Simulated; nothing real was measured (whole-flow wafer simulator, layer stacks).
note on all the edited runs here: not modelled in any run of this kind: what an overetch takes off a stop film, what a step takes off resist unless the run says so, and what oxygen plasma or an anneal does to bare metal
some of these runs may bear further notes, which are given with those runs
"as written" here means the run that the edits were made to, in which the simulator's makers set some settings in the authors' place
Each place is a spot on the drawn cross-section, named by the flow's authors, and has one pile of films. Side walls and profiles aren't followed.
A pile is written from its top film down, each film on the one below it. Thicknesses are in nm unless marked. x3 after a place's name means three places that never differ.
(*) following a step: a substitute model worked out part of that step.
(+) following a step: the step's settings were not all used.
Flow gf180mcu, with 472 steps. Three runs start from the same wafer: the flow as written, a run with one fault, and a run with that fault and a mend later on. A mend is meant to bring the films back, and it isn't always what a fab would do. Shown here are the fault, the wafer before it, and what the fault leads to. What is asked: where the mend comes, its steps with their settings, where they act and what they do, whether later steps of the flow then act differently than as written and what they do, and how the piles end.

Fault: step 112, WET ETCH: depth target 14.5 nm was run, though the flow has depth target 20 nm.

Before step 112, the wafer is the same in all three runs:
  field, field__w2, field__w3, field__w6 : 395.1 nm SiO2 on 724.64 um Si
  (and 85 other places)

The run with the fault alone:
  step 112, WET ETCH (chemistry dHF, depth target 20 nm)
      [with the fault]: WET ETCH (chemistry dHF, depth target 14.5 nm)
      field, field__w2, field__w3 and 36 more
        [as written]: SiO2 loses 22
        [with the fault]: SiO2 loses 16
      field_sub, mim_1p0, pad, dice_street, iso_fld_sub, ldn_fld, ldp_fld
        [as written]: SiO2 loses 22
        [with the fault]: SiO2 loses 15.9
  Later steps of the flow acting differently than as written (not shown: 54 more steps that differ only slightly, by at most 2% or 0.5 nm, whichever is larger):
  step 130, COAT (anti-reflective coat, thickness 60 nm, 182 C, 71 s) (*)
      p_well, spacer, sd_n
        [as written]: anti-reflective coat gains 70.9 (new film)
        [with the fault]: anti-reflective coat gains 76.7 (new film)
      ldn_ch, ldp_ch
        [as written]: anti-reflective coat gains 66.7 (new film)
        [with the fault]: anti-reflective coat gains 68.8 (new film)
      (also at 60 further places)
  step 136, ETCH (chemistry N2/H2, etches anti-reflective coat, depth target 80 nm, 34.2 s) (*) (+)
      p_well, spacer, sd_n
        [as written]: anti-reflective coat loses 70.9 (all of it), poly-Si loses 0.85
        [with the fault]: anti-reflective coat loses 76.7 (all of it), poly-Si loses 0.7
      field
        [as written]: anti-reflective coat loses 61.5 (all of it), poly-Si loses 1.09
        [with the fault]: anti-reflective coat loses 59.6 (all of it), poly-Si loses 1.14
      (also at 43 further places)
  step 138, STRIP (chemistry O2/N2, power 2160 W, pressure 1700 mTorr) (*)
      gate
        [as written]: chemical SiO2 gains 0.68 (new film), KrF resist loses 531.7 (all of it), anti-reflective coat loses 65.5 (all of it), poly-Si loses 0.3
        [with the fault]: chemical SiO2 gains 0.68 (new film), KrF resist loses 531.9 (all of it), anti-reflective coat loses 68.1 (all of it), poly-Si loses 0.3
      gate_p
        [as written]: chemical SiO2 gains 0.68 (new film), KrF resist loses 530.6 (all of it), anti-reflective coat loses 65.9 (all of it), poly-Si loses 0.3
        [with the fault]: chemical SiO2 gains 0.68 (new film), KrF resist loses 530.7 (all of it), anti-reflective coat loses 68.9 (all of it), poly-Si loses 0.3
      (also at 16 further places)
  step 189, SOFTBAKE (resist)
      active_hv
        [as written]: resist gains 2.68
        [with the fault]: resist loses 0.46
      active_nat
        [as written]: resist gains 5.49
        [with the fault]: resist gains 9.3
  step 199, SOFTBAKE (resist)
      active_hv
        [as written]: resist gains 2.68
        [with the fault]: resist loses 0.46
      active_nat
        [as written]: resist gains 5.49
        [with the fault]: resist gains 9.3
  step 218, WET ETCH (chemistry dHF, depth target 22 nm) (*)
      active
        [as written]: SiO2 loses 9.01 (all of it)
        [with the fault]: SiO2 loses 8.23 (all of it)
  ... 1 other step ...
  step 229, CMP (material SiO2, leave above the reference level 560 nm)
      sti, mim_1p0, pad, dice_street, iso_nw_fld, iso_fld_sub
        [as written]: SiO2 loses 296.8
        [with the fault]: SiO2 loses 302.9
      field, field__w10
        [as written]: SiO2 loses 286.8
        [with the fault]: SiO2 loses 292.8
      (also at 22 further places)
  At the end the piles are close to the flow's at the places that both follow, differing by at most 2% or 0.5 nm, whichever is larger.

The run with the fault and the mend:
  The mend follows step 112.
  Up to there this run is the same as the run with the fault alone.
  step 112a, WET ETCH (chemistry dHF, depth target 5.5 nm) (the flow's step 112 again, with other settings)
      field, field__w2, field__w3 and 43 more
        SiO2 loses 5.5
  Later steps of the flow acting differently than as written (not shown: 56 more steps that differ only slightly, by at most 2% or 0.5 nm, whichever is larger):
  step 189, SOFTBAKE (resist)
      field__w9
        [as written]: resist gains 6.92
        [with the mend]: resist loses 3.07
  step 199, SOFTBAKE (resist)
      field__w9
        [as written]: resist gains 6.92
        [with the mend]: resist loses 3.07
  At the end the piles are close to the flow's at the places that both follow, differing by at most 2% or 0.5 nm, whichever is larger.
